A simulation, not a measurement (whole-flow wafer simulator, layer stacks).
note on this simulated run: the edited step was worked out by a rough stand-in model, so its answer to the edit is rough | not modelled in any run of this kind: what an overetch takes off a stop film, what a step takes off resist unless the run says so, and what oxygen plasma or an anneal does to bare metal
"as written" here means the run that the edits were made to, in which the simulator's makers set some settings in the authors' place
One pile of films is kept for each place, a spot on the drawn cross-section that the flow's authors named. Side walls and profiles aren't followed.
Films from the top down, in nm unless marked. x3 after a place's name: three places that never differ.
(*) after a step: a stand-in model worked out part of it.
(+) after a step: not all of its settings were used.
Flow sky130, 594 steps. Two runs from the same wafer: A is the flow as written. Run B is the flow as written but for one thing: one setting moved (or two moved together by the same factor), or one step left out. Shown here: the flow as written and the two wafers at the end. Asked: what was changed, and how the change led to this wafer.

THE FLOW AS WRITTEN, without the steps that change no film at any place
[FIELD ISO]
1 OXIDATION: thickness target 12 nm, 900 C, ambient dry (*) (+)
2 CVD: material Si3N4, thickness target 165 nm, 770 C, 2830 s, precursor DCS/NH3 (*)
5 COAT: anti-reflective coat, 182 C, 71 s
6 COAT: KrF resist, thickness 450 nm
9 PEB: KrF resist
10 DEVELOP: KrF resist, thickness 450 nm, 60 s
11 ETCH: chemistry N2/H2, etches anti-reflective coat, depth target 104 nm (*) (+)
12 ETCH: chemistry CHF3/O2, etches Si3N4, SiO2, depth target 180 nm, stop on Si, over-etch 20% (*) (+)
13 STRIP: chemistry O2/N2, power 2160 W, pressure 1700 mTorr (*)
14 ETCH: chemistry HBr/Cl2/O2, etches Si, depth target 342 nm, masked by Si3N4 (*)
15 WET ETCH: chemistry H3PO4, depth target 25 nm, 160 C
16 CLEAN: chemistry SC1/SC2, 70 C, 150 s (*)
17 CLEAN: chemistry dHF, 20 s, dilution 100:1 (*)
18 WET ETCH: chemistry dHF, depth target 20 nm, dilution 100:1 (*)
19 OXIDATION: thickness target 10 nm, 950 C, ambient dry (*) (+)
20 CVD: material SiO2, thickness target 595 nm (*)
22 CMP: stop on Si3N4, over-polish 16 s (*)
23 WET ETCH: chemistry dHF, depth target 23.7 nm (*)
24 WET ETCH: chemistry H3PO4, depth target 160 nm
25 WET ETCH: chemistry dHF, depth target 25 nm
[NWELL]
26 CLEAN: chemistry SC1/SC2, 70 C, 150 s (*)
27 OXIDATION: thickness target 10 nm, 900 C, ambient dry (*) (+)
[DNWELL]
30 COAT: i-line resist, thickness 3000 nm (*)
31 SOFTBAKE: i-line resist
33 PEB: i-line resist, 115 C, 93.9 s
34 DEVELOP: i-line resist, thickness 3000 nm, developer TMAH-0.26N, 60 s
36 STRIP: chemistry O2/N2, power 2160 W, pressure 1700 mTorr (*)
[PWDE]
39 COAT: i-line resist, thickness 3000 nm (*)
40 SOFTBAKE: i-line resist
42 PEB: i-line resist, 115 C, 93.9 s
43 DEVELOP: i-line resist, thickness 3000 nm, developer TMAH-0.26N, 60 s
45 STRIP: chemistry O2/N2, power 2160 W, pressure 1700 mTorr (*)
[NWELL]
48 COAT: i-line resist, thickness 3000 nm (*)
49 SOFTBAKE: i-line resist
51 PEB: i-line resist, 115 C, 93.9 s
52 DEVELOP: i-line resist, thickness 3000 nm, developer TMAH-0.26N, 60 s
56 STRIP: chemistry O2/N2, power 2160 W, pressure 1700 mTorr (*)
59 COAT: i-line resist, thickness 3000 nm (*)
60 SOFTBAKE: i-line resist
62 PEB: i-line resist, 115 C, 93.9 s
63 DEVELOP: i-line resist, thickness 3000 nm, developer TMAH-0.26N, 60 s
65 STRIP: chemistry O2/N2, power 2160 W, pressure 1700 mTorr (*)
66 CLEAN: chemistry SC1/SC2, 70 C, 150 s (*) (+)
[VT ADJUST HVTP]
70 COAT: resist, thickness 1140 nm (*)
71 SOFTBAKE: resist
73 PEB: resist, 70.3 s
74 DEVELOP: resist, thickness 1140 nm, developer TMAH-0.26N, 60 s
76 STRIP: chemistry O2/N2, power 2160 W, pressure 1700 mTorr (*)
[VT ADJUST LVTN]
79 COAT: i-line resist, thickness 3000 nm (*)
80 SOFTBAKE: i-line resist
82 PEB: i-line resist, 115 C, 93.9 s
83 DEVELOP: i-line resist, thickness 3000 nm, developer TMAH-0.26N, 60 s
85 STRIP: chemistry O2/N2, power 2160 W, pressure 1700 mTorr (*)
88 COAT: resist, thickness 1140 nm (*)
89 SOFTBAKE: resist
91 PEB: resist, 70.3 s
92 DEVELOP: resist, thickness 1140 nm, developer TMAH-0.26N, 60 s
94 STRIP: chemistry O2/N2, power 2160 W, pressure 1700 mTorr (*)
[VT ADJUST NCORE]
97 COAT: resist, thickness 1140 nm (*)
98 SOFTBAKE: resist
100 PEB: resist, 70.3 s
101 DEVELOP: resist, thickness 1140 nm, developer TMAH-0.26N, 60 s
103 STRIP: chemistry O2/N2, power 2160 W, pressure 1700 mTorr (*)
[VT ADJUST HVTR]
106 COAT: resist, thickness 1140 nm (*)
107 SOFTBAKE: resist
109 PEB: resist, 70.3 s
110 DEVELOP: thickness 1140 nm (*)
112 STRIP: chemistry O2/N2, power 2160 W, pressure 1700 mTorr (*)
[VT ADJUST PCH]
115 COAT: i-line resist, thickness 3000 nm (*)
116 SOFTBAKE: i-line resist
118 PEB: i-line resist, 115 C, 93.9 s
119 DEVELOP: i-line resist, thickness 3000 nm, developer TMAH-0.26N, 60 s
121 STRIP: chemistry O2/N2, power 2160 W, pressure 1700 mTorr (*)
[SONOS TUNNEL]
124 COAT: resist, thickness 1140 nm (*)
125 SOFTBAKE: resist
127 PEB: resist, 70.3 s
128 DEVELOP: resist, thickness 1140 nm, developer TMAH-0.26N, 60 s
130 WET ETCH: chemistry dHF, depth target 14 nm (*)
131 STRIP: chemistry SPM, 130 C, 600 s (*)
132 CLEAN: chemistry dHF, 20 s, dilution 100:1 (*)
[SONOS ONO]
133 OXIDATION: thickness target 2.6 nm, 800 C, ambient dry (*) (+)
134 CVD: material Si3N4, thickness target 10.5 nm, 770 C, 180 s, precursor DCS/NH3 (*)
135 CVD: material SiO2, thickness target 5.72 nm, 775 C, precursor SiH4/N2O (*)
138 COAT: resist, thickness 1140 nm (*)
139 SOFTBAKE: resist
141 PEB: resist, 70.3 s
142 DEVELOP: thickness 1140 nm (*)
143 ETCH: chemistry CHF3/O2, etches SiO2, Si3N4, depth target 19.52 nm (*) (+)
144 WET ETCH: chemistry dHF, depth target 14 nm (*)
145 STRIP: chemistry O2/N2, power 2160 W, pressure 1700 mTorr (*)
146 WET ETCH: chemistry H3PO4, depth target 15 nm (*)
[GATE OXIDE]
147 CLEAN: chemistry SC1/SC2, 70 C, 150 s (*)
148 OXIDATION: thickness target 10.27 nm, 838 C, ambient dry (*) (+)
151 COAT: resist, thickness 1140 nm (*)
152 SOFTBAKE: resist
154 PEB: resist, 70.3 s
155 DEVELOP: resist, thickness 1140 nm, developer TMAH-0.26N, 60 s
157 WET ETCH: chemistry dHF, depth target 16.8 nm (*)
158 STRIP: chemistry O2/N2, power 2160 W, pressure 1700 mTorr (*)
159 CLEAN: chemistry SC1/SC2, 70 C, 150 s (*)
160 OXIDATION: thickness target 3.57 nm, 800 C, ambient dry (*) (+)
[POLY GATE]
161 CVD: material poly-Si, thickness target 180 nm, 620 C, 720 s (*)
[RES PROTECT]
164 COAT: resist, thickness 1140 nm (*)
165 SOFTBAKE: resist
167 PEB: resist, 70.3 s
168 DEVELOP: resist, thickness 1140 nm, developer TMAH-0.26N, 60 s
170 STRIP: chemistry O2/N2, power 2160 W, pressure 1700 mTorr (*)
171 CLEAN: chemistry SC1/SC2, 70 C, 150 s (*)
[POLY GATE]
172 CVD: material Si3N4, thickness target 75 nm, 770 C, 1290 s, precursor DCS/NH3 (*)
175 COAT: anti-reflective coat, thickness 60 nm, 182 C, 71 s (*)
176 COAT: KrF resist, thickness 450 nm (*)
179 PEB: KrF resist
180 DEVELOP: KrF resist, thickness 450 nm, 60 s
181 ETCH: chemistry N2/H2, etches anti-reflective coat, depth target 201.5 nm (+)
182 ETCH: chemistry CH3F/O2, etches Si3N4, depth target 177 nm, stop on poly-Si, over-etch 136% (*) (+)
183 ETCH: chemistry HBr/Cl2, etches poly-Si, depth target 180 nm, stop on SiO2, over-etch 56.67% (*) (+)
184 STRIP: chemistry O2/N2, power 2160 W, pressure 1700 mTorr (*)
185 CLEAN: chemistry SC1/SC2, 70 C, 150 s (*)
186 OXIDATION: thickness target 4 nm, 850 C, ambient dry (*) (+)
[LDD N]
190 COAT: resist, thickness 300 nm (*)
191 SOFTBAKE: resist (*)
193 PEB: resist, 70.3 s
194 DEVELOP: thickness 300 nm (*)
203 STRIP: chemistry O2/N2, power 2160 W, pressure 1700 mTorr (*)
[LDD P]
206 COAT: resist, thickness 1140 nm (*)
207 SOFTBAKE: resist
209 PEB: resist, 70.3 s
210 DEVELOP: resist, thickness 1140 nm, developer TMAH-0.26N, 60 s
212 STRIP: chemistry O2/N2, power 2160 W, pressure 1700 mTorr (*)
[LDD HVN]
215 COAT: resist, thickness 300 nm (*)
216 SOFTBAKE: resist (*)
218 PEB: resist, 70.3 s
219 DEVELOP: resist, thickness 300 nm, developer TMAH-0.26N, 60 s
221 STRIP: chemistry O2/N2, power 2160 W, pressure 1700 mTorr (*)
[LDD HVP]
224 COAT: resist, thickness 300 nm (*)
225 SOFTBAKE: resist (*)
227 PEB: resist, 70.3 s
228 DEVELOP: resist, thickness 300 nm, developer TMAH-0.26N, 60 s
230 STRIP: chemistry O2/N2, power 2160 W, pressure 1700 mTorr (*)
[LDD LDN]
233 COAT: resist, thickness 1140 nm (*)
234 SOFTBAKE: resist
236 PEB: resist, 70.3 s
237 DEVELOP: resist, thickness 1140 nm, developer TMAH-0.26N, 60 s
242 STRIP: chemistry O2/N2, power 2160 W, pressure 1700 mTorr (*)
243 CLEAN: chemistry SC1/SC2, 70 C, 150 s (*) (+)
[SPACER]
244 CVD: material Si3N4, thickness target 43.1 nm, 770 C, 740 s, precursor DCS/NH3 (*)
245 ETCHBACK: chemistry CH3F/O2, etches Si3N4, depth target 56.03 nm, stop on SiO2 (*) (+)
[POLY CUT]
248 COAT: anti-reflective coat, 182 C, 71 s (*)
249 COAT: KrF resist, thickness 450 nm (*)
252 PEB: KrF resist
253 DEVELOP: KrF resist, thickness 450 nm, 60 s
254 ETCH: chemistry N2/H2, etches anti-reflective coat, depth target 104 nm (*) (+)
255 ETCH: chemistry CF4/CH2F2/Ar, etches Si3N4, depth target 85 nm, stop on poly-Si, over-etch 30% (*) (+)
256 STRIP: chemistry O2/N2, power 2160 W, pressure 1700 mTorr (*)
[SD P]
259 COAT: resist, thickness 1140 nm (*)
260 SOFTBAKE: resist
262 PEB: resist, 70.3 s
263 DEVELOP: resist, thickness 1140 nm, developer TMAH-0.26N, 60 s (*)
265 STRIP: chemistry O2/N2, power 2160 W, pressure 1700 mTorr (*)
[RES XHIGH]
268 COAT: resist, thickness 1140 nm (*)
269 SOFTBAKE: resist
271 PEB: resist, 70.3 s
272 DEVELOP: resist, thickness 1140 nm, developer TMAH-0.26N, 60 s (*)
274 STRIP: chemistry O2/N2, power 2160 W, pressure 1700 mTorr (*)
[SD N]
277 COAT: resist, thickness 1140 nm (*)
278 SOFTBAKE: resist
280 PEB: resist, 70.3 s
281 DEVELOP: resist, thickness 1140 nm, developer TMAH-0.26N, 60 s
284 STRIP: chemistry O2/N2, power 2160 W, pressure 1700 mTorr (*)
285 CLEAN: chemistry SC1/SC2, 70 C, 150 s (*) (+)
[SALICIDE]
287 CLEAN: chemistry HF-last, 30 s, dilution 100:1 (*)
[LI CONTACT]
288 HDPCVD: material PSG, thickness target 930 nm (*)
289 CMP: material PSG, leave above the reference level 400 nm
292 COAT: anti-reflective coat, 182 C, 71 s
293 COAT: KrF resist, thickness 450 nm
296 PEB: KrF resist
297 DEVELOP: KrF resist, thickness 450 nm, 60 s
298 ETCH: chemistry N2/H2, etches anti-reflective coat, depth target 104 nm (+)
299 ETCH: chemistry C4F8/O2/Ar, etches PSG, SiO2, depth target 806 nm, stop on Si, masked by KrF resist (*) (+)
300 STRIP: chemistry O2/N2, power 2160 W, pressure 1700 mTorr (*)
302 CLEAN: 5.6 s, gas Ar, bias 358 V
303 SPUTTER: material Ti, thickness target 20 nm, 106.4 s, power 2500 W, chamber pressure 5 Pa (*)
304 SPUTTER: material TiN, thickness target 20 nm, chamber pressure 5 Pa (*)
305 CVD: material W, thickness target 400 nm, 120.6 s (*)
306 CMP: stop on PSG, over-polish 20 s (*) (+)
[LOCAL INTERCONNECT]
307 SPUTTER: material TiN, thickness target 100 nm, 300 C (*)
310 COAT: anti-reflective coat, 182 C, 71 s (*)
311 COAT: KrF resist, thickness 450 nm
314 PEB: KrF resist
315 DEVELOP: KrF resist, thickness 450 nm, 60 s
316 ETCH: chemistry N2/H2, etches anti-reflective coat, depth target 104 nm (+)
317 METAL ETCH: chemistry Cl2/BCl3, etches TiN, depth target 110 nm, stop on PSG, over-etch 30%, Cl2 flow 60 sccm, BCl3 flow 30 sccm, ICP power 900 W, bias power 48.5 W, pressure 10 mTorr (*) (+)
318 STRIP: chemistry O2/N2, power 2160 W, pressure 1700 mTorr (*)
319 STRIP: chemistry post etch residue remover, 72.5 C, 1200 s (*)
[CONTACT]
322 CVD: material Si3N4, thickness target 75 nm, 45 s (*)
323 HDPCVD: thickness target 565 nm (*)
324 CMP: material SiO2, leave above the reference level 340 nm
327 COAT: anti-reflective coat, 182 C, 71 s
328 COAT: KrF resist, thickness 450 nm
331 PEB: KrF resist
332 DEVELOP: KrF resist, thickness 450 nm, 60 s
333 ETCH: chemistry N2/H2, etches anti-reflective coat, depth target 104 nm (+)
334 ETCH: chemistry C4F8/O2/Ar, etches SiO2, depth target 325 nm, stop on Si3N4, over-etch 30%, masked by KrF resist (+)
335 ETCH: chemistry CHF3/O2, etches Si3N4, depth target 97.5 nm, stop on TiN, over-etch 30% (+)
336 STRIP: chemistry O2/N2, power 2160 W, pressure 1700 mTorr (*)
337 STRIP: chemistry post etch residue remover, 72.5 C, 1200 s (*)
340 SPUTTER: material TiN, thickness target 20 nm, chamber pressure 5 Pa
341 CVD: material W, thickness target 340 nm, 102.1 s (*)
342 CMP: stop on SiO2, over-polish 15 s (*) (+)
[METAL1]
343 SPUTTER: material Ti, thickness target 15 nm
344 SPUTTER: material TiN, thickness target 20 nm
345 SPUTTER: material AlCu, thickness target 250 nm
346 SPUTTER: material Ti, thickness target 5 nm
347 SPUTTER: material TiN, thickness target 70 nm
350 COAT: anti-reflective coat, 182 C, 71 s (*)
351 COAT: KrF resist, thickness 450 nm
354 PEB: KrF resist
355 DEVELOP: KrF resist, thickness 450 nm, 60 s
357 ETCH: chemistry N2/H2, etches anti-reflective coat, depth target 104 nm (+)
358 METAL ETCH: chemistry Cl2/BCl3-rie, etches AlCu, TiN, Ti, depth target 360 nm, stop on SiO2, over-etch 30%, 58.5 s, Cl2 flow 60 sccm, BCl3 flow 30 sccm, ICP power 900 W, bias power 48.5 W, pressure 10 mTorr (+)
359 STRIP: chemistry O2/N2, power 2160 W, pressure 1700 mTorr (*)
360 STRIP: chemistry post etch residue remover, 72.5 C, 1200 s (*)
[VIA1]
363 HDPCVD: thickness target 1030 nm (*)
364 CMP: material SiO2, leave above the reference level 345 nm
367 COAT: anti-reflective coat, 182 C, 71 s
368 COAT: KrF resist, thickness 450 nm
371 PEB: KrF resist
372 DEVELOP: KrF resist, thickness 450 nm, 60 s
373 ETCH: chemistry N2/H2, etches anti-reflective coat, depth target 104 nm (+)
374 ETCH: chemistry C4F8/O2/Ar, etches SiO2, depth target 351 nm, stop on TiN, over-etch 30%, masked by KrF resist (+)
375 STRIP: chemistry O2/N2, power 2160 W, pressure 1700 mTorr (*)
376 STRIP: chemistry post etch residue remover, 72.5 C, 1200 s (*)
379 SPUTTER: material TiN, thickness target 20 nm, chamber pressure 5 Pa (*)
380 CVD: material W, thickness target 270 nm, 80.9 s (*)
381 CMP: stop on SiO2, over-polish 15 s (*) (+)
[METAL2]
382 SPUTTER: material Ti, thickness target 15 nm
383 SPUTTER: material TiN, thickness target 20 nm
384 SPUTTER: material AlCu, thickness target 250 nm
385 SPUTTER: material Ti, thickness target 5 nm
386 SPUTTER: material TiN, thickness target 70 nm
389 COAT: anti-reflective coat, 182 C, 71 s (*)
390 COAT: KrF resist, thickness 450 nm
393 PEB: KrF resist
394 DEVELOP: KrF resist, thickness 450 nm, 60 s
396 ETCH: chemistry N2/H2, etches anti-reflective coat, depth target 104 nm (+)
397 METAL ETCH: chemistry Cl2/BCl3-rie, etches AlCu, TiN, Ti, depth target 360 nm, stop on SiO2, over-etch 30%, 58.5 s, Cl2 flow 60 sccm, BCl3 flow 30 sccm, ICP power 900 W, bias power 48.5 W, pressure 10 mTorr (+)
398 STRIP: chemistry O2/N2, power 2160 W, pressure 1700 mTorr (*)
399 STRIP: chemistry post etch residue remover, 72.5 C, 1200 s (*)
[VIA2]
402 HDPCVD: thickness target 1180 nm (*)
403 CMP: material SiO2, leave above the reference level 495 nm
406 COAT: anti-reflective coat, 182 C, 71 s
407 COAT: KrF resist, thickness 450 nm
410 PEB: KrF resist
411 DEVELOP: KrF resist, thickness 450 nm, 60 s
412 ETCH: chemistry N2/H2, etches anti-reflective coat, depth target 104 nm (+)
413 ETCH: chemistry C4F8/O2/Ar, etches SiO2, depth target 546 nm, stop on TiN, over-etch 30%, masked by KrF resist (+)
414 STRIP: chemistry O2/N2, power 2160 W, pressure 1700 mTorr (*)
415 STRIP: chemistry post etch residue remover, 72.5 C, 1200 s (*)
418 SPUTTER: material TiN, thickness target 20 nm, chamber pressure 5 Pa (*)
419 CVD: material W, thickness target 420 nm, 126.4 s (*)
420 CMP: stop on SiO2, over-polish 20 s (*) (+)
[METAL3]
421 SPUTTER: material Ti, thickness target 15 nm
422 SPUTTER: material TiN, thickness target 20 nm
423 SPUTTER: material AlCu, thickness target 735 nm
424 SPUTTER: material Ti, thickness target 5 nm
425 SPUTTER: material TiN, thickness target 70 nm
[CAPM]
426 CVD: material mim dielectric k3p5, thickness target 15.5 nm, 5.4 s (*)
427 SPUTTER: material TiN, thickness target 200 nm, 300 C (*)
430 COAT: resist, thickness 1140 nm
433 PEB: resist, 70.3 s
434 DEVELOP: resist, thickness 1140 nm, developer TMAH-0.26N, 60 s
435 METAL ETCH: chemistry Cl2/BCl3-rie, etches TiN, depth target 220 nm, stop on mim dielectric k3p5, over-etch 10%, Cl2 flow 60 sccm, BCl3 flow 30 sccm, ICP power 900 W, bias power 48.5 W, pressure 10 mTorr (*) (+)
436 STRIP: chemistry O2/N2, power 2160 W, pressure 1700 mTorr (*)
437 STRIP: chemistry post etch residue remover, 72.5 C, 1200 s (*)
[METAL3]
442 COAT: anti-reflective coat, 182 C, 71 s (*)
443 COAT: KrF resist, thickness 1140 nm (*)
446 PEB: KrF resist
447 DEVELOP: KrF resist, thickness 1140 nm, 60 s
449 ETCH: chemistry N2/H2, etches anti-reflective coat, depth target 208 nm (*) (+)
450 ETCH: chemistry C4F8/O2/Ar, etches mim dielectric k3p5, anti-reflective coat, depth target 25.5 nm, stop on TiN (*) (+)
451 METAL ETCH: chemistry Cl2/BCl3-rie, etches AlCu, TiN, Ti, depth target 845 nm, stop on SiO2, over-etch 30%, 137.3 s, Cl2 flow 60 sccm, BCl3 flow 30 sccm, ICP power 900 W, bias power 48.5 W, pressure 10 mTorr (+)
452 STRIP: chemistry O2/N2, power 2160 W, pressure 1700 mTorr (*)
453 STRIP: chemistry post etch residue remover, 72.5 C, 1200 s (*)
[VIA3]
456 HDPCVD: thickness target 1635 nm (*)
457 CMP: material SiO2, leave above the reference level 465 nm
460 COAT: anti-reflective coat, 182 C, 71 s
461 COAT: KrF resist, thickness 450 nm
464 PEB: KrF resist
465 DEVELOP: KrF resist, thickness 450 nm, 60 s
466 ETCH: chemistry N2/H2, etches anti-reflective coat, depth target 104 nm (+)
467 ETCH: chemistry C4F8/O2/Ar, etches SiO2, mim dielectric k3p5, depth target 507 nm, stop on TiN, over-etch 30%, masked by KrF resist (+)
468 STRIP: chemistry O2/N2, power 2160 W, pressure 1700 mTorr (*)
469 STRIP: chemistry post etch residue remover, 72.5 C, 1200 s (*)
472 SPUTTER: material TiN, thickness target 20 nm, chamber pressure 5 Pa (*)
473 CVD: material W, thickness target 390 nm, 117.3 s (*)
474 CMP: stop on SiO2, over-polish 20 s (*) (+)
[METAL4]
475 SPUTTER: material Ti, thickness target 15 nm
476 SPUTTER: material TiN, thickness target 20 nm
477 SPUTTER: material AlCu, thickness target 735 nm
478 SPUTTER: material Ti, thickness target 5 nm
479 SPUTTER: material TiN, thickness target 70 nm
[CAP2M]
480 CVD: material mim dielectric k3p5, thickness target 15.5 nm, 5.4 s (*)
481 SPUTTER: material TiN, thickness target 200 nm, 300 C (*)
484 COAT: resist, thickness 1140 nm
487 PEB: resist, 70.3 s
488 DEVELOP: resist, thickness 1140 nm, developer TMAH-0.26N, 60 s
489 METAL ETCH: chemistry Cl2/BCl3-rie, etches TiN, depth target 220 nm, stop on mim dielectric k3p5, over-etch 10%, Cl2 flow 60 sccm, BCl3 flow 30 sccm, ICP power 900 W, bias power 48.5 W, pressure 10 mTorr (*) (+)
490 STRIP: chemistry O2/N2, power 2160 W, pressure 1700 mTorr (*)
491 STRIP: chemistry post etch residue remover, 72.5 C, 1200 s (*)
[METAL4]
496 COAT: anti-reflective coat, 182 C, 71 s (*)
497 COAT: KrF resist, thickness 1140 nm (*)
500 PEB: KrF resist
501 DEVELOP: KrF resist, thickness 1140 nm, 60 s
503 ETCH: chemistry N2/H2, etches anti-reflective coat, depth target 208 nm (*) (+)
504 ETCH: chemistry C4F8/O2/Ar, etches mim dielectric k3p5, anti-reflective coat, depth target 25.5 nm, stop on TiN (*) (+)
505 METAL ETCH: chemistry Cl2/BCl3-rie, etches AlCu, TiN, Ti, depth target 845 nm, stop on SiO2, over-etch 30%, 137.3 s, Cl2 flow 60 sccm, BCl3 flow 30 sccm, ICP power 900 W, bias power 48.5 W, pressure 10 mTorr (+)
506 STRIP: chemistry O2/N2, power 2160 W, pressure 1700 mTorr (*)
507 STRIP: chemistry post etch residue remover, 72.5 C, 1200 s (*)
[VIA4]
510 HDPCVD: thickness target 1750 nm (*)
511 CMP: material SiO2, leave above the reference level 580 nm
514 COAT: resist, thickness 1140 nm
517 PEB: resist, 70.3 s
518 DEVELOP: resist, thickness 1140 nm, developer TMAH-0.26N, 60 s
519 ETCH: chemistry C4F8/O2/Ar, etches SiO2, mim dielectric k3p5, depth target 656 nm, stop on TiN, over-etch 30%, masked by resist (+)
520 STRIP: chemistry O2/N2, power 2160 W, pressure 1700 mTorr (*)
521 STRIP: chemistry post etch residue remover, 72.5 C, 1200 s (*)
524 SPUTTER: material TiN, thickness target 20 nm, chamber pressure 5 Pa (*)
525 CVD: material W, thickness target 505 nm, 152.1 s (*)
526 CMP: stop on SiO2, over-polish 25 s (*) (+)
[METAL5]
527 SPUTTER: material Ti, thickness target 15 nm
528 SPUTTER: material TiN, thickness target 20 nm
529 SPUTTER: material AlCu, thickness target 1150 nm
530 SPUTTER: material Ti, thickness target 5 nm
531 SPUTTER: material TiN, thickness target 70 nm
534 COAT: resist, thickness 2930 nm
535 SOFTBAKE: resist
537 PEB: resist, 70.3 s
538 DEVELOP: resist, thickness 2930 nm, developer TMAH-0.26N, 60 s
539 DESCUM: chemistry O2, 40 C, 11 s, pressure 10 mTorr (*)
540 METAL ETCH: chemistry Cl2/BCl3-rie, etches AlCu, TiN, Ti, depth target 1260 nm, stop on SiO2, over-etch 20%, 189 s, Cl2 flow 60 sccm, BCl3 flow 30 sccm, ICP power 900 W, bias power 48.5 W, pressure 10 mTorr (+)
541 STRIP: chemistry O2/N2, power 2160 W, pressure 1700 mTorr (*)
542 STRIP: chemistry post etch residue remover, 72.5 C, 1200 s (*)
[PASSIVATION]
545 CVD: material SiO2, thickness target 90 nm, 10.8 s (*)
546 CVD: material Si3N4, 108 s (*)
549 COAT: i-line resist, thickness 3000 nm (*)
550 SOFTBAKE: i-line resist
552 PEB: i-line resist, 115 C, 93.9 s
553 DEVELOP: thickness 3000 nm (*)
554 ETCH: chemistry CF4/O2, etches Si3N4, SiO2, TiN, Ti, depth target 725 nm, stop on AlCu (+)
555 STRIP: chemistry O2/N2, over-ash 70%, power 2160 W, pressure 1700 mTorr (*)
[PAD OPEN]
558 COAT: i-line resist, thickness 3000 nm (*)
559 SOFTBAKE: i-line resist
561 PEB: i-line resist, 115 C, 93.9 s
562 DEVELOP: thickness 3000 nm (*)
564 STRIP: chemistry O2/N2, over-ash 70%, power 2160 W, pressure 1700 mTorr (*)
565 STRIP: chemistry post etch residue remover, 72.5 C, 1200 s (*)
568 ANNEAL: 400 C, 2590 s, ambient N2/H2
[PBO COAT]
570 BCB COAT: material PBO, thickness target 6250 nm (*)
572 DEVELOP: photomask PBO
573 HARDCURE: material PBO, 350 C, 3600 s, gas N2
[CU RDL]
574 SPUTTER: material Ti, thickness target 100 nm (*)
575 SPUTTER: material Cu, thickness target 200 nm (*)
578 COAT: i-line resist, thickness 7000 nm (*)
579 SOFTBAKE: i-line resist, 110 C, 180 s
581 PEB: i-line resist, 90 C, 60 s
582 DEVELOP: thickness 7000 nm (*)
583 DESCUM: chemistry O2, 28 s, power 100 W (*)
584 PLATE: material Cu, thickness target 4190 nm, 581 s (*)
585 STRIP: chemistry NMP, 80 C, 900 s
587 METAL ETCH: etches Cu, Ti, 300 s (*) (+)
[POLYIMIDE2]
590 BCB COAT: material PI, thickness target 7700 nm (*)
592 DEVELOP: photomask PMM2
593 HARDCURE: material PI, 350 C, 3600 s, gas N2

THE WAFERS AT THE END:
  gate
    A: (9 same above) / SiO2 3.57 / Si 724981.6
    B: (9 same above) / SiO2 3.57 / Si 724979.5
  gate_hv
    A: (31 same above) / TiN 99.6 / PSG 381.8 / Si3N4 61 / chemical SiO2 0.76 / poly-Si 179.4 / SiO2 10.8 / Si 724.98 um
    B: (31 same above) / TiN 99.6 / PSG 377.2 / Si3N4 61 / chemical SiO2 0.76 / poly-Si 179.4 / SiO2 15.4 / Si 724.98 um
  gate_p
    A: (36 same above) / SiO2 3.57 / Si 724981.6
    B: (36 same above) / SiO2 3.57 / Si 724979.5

The cause: step 148, OXIDATION: thickness target 14.99 nm was run, where the flow has thickness target 10.27 nm.

How the change led to this, step by step:
  148 OXIDATION: thickness target 10.27 nm, 838 C, ambient dry (*) (+)
      active, n_well, p_well and 98 more: A SiO2 +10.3 (new film), chemical SiO2 -0.76 (all of it), Si -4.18 | B SiO2 +15 (new film), chemical SiO2 -0.76 (all of it), Si -6.26
      mim, vpp_sp, vpp_ln and 61 more: A SiO2 +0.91, Si -0.4 | B SiO2 +1.67, Si -0.74
      (and at 23 more places)
  152 SOFTBAKE: resist
      field: A resist -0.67 | B nothing
      nw_fld: A resist -0.42 | B resist +1.16
      (and at 2 more places)
  157 WET ETCH: chemistry dHF, depth target 16.8 nm (*)
      active, n_well, p_well and 58 more: A SiO2 -10.3 (all of it) | B SiO2 -15 (all of it)
  175 COAT: anti-reflective coat, thickness 60 nm, 182 C, 71 s (*)
      p_well, sd_n, sd_p, contact: A anti-reflective coat +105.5 (new film) | B anti-reflective coat +107.9 (new film)
      field: A anti-reflective coat +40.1 (new film) | B anti-reflective coat +39.2 (new film)
      (and at 29 more places)
  181 ETCH: chemistry N2/H2, etches anti-reflective coat, depth target 201.5 nm (+)
      p_well, sd_n, sd_p, contact: A anti-reflective coat -105.5 (all of it), Si3N4 -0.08 | B anti-reflective coat -107.9 (all of it)
      ndiff_licon_rim: A anti-reflective coat -103.4 (all of it), Si3N4 -0.11 | B anti-reflective coat -105.8 (all of it)
      (and at 14 more places)
  184 STRIP: chemistry O2/N2, power 2160 W, pressure 1700 mTorr (*)
      n_well: A KrF resist -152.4 (all of it), anti-reflective coat -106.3 (all of it) | B KrF resist -152.8 (all of it), anti-reflective coat -108.7 (all of it)
      gate: A KrF resist -168 (all of it), anti-reflective coat -88.5 (all of it) | B KrF resist -168.9 (all of it), anti-reflective coat -90.7 (all of it)
      (and at 13 more places)
  190 COAT: resist, thickness 300 nm (*)
      n_well: A resist +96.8 (new film) | B resist +99.3 (new film)
      pad: A resist +87.2 (new film) | B resist +85.1 (new film)
  203 STRIP: chemistry O2/N2, power 2160 W, pressure 1700 mTorr (*)
      n_well: A resist -95.8 (all of it) | B resist -98.3 (all of it)
      pad: A resist -86.4 (all of it) | B resist -84.2 (all of it)
  215 COAT: resist, thickness 300 nm (*)
      n_well: A resist +96.8 (new film) | B resist +99.3 (new film)
      pad: A resist +87.2 (new film) | B resist +85.1 (new film)
  221 STRIP: chemistry O2/N2, power 2160 W, pressure 1700 mTorr (*)
      n_well: A resist -95.8 (all of it) | B resist -98.3 (all of it)
      pad: A resist -86.4 (all of it) | B resist -84.2 (all of it)
  224 COAT: resist, thickness 300 nm (*)
      n_well: A resist +96.8 (new film) | B resist +99.3 (new film)
      pad: A resist +87.2 (new film) | B resist +85.1 (new film)
  230 STRIP: chemistry O2/N2, power 2160 W, pressure 1700 mTorr (*)
      n_well: A resist -95.8 (all of it) | B resist -98.3 (all of it)
      pad: A resist -86.4 (all of it) | B resist -84.2 (all of it)
  248 COAT: anti-reflective coat, 182 C, 71 s (*)
      m1: A anti-reflective coat +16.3 (new film) | B anti-reflective coat +14.8 (new film)
      nwell_res: A anti-reflective coat +90 (new film) | B anti-reflective coat +92 (new film)
      (and at 19 more places)
  256 STRIP: chemistry O2/N2, power 2160 W, pressure 1700 mTorr (*)
      m1: A KrF resist -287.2 (all of it), anti-reflective coat -16.3 (all of it) | B KrF resist -286.2 (all of it), anti-reflective coat -14.8 (all of it)
      nwell_res: A KrF resist -416.5 (all of it), anti-reflective coat -90 (all of it) | B KrF resist -416.6 (all of it), anti-reflective coat -92 (all of it)
      (and at 19 more places)
  306 CMP: stop on PSG, over-polish 20 s (*) (+)
      poly_licon: A W -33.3 | B W -35.8
